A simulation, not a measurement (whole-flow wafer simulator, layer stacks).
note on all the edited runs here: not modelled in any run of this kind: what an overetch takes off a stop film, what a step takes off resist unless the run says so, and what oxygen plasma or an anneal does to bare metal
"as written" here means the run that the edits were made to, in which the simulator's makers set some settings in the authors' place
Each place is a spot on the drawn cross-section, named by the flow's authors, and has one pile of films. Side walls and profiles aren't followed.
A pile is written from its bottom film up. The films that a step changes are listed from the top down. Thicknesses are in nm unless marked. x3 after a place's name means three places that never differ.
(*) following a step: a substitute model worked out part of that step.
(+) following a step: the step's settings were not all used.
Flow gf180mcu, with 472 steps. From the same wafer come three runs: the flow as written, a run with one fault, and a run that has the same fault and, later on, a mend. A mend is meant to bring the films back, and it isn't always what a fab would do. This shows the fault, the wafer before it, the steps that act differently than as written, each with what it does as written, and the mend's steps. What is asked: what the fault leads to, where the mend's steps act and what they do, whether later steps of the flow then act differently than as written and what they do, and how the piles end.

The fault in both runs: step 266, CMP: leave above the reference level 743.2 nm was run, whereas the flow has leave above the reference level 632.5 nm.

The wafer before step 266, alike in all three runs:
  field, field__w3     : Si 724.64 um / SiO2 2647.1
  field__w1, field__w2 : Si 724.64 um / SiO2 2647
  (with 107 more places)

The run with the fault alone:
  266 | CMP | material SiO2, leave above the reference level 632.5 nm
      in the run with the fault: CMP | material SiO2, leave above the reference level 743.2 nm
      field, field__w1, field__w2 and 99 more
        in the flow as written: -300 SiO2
        in the run with the fault: -189.3 SiO2
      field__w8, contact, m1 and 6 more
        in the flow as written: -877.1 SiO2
        in the run with the fault: -766.4 SiO2
  Later steps of the flow acting differently than as written (1 more step, not shown, differs only slightly: by at most 2% or 0.5 nm, whichever is larger):
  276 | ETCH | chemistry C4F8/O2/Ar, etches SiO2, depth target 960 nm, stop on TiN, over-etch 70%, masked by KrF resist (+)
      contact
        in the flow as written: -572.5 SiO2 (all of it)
        in the run with the fault: -683.2 SiO2 (all of it)
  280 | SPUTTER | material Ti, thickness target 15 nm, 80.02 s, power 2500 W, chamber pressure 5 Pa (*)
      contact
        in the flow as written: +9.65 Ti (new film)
        in the run with the fault: +9.05 Ti (new film)
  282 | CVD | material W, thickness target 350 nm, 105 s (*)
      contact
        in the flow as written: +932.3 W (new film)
        in the run with the fault: +1044 W (new film)
  By the end, the piles at field__w8, contact, m1, m1__w1, m1_nw depart from the flow's by more than 2% or 0.5 nm, whichever is larger.
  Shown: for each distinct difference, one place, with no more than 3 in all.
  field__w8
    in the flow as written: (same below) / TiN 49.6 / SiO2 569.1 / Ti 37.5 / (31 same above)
    in the run with the fault: (same below) / TiN 49.6 / SiO2 679.8 / Ti 37.5 / (31 same above)
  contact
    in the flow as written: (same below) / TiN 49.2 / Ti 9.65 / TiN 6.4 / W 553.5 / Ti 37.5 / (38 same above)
    in the run with the fault: (same below) / TiN 49.2 / Ti 9.05 / TiN 6 / W 665.2 / Ti 37.5 / (38 same above)

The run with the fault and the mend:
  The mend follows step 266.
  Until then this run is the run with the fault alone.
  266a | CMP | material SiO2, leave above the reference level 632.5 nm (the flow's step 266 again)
      field, field__w1, field__w2 and 108 more
        -110.7 SiO2
  Every later step of the flow that is run acts as written at every place that is followed.
  By the end, the piles equal the flow's at every place that both follow.
